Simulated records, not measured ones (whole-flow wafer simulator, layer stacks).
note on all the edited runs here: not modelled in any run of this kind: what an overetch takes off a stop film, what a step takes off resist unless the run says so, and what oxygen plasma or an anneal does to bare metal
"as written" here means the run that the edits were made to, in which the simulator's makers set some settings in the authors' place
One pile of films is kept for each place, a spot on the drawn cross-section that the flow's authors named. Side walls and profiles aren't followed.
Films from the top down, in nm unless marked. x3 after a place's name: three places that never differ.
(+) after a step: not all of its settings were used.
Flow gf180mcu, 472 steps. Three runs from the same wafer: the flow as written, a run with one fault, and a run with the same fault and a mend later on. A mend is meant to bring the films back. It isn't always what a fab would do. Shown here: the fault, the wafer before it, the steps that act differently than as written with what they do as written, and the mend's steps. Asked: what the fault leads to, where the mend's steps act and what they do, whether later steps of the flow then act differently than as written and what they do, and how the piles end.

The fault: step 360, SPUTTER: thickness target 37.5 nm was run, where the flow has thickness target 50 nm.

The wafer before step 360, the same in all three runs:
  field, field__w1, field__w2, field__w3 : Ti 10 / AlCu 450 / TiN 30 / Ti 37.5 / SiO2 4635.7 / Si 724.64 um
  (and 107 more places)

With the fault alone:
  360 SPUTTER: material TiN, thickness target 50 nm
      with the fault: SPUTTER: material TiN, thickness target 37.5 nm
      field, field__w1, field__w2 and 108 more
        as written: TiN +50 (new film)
        with the fault: TiN +37.5 (new film)
  Later steps of the flow that act differently than as written (4 more steps differ only slightly, by at most 2% or 0.5 nm, whichever is larger, and aren't shown):
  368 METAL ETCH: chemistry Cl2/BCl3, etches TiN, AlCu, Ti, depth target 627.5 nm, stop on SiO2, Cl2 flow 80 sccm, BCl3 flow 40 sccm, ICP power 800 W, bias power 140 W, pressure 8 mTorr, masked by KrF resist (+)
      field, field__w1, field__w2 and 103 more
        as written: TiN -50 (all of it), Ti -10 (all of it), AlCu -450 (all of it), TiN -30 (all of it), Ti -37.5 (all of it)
        with the fault: TiN -37.5 (all of it), Ti -10 (all of it), AlCu -450 (all of it), TiN -30 (all of it), Ti -37.5 (all of it)
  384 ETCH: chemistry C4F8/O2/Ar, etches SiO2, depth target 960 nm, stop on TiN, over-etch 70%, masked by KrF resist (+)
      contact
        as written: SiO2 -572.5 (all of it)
        with the fault: SiO2 -585 (all of it)
  At the end the piles differ from the flow's by more than 2% or 0.5 nm, whichever is larger, at field__w8, contact, m1, m1__w1, m1_nw.
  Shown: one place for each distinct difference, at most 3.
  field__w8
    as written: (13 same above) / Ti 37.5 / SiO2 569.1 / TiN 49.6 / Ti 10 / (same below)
    with the fault: (13 same above) / Ti 37.5 / SiO2 581.6 / TiN 37.1 / Ti 10 / (same below)
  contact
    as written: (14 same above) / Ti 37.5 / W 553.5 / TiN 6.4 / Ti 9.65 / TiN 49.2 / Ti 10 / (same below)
    with the fault: (14 same above) / Ti 37.5 / W 566.1 / TiN 6.36 / Ti 9.58 / TiN 36.7 / Ti 10 / (same below)

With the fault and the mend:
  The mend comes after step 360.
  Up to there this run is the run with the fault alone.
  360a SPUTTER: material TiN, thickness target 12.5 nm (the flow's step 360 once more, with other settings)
      field, field__w1, field__w2 and 108 more
        TiN +12.5
  No later step of the flow acts differently than as written at any place that is followed.
  At the end the piles are the same as the flow's at every place that both follow.
